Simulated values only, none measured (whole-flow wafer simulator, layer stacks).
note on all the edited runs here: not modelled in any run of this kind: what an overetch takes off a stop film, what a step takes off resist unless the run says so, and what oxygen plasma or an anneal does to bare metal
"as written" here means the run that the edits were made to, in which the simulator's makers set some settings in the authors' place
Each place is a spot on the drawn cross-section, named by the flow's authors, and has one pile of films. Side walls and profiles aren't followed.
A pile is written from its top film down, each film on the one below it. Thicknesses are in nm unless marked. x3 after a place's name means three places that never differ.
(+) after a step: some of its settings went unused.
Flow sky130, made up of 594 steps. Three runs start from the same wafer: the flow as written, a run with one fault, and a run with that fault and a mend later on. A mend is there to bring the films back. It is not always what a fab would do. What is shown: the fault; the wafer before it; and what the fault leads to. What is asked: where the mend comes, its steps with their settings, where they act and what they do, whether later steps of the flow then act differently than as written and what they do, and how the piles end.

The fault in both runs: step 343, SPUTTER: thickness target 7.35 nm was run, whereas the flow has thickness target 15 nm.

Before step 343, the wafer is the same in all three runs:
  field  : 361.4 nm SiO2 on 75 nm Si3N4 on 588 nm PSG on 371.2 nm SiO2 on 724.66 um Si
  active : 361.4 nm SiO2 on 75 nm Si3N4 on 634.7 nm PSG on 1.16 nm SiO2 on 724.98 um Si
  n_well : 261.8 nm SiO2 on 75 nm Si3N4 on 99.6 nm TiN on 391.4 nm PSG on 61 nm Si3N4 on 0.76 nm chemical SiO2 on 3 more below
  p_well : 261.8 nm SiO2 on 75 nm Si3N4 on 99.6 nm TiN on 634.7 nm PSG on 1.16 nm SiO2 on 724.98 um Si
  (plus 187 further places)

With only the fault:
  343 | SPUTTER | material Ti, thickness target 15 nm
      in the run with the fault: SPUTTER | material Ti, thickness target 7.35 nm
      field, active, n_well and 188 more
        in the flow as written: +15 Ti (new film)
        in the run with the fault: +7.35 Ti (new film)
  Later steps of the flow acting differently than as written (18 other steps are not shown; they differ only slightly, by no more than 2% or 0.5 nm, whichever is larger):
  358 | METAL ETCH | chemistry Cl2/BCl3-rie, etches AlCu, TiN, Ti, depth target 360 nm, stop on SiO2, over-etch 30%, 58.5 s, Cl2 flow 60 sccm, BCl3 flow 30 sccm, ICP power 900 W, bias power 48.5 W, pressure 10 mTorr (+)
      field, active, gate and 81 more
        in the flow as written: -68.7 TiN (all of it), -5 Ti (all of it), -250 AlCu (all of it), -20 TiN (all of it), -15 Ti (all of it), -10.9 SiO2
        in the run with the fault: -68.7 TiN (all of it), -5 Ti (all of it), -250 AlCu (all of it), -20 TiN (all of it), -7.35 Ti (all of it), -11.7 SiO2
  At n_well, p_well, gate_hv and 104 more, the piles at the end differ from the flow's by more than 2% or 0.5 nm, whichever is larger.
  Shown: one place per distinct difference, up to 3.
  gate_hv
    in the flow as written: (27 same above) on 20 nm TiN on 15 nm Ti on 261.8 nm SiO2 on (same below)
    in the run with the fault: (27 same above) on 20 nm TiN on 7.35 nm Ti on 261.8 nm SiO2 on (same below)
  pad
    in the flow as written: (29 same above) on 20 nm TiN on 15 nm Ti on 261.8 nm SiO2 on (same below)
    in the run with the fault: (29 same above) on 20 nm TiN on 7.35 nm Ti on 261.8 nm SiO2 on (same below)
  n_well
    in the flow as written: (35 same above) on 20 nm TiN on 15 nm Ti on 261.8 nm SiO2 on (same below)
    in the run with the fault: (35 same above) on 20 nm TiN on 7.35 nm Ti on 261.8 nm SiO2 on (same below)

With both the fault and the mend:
  The mend follows step 343.
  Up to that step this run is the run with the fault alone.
  343a | SPUTTER | material Ti, thickness target 7.65 nm (the flow's step 343, run once more with other settings)
      field, active, n_well and 188 more
        +7.65 Ti
  Later steps of the flow that are run all act as written at every place that is followed.
  The piles end the same as the flow's at every place that both follow.
